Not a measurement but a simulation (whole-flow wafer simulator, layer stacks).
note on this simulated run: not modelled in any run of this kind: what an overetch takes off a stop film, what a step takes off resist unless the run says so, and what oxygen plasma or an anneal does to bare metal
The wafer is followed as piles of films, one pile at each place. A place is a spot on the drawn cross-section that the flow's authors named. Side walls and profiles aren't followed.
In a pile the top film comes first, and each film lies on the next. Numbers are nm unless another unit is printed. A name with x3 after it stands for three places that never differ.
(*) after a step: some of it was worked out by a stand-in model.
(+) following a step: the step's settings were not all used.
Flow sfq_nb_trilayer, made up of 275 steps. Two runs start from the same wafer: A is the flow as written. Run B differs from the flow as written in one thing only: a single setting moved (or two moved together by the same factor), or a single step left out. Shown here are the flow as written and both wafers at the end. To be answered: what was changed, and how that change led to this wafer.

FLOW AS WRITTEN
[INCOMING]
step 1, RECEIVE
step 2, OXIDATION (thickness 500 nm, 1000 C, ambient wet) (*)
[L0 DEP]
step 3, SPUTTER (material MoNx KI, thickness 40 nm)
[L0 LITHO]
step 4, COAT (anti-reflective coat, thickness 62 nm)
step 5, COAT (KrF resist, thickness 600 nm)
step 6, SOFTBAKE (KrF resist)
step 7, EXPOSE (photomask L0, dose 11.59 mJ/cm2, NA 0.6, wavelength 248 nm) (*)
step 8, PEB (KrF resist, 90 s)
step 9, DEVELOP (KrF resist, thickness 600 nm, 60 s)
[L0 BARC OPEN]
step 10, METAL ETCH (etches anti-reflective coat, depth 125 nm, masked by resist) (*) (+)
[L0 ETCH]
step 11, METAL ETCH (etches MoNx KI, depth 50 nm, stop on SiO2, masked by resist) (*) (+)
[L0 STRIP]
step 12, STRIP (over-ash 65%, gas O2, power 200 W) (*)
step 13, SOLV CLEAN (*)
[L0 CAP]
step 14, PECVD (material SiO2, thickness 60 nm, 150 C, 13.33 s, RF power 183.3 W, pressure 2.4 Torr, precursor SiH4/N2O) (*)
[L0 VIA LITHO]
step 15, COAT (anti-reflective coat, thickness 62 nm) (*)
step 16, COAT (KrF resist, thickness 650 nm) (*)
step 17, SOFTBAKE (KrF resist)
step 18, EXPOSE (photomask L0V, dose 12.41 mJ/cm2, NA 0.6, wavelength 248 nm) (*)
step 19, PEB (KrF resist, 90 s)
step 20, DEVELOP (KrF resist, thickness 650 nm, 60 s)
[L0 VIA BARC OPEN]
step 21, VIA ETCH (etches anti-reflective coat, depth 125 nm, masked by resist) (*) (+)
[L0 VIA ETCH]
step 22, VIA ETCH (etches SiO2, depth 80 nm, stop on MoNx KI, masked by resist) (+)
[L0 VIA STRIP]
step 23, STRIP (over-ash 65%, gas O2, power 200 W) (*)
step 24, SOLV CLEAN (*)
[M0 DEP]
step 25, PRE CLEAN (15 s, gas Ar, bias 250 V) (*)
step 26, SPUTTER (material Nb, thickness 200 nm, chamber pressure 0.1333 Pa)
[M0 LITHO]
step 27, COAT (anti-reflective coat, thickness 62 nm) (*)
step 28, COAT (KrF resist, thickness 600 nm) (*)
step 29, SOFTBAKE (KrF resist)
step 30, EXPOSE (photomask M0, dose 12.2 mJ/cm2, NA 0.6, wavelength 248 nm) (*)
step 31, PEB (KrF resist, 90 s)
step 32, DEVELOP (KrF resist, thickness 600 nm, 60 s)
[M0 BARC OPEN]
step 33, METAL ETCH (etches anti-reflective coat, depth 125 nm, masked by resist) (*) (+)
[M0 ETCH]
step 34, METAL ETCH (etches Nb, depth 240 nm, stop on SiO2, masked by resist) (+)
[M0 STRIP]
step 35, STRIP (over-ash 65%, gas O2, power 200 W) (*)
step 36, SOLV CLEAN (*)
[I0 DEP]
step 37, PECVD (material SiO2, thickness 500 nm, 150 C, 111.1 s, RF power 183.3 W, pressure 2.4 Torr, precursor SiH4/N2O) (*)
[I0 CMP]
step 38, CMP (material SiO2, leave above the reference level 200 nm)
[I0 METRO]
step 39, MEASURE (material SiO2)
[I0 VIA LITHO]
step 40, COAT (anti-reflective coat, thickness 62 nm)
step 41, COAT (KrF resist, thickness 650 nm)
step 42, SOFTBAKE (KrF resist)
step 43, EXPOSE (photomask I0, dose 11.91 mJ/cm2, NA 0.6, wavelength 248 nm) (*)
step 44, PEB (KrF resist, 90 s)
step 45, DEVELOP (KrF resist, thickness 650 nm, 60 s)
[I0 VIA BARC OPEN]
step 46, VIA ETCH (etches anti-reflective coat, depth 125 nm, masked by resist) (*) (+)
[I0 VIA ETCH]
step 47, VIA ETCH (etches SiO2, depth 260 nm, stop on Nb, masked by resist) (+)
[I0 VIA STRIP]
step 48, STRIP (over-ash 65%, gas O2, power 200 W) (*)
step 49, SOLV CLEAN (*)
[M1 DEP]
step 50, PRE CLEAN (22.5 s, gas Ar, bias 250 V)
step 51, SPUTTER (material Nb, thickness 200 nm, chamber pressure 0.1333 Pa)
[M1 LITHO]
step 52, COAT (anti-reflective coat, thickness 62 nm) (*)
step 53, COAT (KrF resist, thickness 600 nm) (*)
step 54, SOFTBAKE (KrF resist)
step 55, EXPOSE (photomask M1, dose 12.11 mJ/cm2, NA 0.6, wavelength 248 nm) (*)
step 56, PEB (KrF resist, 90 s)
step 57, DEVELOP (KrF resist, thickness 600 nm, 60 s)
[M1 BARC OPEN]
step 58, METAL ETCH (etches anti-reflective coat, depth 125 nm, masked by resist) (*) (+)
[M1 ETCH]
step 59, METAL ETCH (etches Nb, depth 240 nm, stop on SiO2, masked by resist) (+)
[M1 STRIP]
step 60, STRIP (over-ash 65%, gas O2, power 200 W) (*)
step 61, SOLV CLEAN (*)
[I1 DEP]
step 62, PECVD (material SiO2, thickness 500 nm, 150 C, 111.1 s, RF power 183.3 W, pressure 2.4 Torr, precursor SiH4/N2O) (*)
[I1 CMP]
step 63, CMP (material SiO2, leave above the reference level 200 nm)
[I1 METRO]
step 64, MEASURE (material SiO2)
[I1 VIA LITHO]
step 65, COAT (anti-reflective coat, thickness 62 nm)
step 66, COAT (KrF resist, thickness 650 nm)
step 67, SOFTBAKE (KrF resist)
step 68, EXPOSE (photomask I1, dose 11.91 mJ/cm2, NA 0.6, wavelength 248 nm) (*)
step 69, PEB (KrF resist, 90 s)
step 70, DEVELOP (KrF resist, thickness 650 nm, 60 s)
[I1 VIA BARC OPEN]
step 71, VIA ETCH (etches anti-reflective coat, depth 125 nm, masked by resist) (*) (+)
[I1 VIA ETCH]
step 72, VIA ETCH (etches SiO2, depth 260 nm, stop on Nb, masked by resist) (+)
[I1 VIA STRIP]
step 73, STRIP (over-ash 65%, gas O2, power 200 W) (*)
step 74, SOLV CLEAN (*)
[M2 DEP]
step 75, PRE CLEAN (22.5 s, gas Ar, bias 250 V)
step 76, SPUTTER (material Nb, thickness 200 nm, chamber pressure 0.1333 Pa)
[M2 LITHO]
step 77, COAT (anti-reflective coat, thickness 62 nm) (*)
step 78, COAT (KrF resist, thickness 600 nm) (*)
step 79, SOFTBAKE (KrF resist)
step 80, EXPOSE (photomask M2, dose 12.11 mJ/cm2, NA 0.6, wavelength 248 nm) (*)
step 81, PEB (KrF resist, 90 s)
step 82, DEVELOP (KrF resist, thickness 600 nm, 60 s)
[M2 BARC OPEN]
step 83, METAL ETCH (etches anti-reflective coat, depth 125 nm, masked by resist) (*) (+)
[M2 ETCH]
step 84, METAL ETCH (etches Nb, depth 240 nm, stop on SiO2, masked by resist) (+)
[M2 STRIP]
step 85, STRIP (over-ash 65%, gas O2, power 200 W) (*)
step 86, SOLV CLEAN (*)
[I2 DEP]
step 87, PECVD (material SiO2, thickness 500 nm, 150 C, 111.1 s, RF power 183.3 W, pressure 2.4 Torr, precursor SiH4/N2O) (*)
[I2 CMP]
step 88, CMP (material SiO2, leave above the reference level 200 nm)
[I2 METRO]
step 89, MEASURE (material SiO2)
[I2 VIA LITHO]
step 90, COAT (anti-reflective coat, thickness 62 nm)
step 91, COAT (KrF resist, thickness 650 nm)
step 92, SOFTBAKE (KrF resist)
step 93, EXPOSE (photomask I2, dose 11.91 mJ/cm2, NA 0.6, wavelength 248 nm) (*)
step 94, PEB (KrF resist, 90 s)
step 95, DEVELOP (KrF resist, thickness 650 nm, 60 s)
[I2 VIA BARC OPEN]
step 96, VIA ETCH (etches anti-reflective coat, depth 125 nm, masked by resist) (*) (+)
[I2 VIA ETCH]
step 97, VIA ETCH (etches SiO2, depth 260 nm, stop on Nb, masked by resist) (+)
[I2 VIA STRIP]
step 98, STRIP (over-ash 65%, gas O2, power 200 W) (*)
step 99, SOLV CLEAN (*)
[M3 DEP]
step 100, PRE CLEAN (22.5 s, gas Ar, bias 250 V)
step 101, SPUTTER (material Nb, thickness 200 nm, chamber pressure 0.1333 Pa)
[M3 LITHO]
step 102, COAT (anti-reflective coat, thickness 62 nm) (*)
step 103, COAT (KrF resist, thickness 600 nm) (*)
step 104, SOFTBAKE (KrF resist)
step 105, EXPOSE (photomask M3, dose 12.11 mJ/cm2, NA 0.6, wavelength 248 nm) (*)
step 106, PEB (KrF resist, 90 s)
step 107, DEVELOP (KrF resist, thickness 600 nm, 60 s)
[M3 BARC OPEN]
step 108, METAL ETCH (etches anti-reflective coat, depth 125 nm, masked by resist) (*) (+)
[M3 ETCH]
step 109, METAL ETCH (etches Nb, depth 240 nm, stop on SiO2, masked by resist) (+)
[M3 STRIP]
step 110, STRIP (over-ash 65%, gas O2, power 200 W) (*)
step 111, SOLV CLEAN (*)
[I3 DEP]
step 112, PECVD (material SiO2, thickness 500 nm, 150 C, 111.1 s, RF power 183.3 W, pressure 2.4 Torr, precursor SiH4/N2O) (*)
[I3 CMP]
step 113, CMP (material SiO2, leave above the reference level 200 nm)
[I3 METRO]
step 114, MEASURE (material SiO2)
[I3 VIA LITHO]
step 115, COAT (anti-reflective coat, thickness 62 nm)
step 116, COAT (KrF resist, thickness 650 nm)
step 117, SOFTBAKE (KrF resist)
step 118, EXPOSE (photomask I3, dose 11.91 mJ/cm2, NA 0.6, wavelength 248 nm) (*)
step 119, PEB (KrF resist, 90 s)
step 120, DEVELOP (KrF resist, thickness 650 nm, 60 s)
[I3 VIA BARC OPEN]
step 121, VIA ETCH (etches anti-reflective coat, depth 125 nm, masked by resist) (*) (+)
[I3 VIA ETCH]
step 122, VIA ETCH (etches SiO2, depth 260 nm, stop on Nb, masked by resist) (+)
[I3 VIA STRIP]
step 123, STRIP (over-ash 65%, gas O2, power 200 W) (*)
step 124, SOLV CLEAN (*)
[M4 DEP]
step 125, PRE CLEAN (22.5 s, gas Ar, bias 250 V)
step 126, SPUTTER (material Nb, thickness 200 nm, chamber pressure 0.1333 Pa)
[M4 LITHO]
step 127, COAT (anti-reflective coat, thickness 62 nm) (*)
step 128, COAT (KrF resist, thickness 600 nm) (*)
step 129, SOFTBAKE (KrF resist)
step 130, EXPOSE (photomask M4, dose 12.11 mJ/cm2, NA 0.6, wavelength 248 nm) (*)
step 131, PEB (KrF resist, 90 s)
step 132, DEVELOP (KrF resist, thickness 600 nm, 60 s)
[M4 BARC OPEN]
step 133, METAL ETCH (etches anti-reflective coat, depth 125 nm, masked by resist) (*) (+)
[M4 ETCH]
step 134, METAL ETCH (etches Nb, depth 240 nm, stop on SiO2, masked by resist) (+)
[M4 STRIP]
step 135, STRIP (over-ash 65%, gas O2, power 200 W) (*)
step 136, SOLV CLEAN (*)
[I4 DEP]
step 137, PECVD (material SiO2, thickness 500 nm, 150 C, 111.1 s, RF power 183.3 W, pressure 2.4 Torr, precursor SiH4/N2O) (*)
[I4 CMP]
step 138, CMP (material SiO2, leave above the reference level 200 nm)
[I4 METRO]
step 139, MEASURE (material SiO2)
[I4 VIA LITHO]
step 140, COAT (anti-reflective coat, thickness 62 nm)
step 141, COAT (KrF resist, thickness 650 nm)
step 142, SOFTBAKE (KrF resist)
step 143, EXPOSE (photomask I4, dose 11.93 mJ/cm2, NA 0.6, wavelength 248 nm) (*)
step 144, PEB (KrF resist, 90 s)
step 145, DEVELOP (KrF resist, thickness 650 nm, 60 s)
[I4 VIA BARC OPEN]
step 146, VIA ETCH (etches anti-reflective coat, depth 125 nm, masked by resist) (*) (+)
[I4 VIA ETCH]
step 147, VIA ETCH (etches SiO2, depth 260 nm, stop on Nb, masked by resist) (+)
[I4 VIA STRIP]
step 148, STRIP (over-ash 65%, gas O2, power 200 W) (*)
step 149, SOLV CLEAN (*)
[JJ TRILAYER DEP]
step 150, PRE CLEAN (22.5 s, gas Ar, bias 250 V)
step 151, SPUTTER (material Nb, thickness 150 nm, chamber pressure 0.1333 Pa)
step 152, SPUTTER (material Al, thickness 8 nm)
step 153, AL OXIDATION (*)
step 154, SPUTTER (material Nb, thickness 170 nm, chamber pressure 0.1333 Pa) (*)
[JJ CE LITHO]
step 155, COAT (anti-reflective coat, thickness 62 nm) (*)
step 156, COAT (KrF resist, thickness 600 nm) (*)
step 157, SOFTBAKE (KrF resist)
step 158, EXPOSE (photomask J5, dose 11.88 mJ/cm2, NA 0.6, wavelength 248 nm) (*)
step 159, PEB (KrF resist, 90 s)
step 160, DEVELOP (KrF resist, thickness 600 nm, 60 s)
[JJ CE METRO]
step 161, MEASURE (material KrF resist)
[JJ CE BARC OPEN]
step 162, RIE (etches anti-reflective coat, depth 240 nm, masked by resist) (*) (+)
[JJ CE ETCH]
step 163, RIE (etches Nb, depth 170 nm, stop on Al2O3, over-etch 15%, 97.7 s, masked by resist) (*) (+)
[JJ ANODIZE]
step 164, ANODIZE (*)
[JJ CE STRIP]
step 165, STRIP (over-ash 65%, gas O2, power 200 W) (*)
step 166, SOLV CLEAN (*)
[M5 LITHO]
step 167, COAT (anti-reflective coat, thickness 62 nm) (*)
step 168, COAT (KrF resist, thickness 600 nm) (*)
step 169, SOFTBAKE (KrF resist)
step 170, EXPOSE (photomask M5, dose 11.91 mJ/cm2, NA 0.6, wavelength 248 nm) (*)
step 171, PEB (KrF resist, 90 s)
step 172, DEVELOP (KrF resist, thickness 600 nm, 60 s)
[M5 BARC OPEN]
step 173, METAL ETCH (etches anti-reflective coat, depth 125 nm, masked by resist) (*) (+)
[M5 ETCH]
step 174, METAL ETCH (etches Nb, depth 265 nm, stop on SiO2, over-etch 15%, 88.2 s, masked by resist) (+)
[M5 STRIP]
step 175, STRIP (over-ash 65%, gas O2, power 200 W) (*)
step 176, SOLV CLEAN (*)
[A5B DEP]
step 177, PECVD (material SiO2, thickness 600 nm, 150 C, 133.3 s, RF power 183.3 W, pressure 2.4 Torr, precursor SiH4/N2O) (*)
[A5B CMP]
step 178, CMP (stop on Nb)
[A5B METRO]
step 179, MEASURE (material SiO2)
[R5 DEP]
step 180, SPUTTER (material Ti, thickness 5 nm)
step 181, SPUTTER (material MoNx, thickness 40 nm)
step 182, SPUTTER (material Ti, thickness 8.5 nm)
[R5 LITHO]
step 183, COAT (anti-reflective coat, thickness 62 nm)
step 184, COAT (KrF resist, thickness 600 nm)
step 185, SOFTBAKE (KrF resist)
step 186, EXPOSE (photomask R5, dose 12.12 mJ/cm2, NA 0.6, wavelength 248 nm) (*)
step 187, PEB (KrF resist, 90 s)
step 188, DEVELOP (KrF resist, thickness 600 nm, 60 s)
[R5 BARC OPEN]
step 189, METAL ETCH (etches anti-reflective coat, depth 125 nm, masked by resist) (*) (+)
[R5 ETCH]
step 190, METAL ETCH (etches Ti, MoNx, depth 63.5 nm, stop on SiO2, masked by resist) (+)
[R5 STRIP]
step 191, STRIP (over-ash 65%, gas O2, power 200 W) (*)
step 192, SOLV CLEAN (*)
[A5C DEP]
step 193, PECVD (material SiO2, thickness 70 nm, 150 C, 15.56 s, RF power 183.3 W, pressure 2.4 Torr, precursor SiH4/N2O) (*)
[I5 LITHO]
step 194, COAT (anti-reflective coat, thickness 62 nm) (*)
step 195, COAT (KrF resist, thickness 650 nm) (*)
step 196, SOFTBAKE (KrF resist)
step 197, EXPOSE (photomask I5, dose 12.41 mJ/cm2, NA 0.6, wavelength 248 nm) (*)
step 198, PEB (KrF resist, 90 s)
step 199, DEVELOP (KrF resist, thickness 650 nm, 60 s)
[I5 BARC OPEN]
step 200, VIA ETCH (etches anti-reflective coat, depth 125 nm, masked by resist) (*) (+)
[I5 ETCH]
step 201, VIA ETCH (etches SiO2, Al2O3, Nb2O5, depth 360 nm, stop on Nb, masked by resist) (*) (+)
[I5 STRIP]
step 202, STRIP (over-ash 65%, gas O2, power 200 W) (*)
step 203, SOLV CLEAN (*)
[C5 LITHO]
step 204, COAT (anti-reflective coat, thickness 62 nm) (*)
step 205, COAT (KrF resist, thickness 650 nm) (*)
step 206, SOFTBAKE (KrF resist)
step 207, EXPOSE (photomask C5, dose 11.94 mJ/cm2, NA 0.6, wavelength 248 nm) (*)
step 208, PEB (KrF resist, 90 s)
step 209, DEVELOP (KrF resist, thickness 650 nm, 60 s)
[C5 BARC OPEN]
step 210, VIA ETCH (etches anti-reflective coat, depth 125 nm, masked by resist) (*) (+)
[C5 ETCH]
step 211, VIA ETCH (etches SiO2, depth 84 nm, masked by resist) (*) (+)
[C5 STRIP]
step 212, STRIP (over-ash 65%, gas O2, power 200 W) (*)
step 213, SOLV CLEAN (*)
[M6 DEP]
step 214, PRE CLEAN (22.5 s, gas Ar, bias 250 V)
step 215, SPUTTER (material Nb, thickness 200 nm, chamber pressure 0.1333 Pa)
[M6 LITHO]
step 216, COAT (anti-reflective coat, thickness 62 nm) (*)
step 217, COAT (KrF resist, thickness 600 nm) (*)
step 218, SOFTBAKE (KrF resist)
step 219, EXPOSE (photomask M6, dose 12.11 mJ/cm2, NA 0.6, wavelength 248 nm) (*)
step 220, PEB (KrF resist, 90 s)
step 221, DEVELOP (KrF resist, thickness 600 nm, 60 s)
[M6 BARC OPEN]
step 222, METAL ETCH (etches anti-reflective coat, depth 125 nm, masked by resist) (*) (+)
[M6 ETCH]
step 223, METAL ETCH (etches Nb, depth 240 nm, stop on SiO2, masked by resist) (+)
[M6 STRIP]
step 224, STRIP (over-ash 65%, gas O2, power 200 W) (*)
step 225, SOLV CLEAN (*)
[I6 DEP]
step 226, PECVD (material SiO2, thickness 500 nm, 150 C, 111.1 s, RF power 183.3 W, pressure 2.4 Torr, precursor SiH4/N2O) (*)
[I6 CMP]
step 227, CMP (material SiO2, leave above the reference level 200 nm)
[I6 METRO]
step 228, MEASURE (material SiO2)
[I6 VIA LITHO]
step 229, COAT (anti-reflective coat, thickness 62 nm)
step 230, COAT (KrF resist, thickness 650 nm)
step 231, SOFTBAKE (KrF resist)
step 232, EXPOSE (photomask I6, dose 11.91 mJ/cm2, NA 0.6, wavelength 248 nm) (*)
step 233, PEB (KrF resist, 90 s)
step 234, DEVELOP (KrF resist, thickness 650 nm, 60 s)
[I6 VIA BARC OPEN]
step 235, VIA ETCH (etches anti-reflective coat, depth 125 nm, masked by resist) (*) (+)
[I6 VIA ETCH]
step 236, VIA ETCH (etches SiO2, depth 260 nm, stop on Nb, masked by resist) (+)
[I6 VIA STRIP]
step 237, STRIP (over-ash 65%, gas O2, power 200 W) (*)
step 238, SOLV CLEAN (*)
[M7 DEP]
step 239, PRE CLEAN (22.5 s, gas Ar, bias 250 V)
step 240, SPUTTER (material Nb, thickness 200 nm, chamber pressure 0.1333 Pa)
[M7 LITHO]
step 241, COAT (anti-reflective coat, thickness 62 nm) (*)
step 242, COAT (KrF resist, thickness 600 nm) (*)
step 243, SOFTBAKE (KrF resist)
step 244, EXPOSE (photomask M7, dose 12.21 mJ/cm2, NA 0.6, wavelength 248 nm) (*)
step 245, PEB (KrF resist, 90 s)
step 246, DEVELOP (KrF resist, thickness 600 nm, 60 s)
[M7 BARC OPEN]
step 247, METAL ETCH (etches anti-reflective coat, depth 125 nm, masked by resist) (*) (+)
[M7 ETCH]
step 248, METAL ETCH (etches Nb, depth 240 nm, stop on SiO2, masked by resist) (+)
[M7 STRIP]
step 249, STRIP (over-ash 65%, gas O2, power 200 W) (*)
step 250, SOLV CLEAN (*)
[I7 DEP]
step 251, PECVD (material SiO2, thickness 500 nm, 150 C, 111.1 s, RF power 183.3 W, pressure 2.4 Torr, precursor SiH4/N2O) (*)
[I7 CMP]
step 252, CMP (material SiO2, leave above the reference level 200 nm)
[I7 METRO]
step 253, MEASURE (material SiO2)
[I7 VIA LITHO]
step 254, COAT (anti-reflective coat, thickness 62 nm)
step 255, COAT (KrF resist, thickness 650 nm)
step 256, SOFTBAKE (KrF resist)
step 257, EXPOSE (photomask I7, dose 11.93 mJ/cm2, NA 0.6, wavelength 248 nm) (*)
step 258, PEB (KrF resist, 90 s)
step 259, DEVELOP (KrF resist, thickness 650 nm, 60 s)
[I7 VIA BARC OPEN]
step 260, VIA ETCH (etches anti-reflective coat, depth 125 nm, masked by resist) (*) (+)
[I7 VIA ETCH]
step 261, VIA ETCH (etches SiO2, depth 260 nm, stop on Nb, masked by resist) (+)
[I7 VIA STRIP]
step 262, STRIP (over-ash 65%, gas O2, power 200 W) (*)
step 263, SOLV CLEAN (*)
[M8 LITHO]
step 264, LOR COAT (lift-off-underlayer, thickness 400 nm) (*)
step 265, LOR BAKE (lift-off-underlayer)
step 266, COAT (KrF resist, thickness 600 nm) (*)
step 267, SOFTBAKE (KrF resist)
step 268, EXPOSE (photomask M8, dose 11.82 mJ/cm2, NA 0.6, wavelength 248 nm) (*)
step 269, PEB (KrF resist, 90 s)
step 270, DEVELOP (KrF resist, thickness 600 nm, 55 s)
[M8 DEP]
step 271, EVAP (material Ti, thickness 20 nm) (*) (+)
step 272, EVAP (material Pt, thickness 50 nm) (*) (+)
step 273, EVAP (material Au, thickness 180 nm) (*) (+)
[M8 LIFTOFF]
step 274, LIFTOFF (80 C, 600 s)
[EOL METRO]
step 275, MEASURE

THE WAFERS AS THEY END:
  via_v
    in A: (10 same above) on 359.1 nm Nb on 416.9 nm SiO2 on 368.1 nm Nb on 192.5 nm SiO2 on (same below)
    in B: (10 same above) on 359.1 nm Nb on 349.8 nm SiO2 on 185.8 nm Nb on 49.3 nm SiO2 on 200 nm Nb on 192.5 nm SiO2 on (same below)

The reason: step 72, VIA ETCH: depth 143 nm was run, while the flow as written has depth 260 nm.

How this came from the change, step by step:
  step 72, VIA ETCH (etches SiO2, depth 260 nm, stop on Nb, masked by resist) (+)
      via_v: A -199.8 SiO2 (all of it) | B -143 SiO2
      field_l, v_sur, via_wl and 102 more: A -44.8 KrF resist | B -24.7 KrF resist
  step 73, STRIP (over-ash 65%, gas O2, power 200 W) (*)
      field_l, v_sur, via_wl and 102 more: A -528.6 KrF resist (all of it), -62 anti-reflective coat (all of it) | B -548.8 KrF resist (all of it), -62 anti-reflective coat (all of it)
  step 75, PRE CLEAN (22.5 s, gas Ar, bias 250 V)
      via_v: A -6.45 Nb | B -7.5 SiO2
  step 76, SPUTTER (material Nb, thickness 200 nm, chamber pressure 0.1333 Pa)
      via_v: A +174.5 Nb | B +185.8 Nb (new film)
  step 77, COAT (anti-reflective coat, thickness 62 nm) (*)
      via_v: A +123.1 anti-reflective coat (new film) | B +110.2 anti-reflective coat (new film)
  step 78, COAT (KrF resist, thickness 600 nm) (*)
      via_v: A +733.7 KrF resist (new film) | B +688.4 KrF resist (new film)
  step 85, STRIP (over-ash 65%, gas O2, power 200 W) (*)
      via_v: A -515.8 KrF resist (all of it), -123.1 anti-reflective coat (all of it) | B -470.6 KrF resist (all of it), -110.2 anti-reflective coat (all of it)
  step 87, PECVD (material SiO2, thickness 500 nm, 150 C, 111.1 s, RF power 183.3 W, pressure 2.4 Torr, precursor SiH4/N2O) (*)
      via_v: A +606 SiO2 (new film) | B +514.4 SiO2 (new film)
  step 88, CMP (material SiO2, leave above the reference level 200 nm)
      via_v: A -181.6 SiO2 | B -157.1 SiO2
Taking metal films that touch as one body, via_v has 7 bodies (between them, from the top down: SiO2 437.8; SiO2 209 / Al2O3 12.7 / Nb2O5 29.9; SiO2 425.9; SiO2 349.8; SiO2 49.3; SiO2 192.5); the flow as written gives 6 bodies (between them, from the top down: SiO2 437.8; SiO2 209 / Al2O3 12.7 / Nb2O5 29.9; SiO2 425.9; SiO2 416.9; SiO2 192.5).
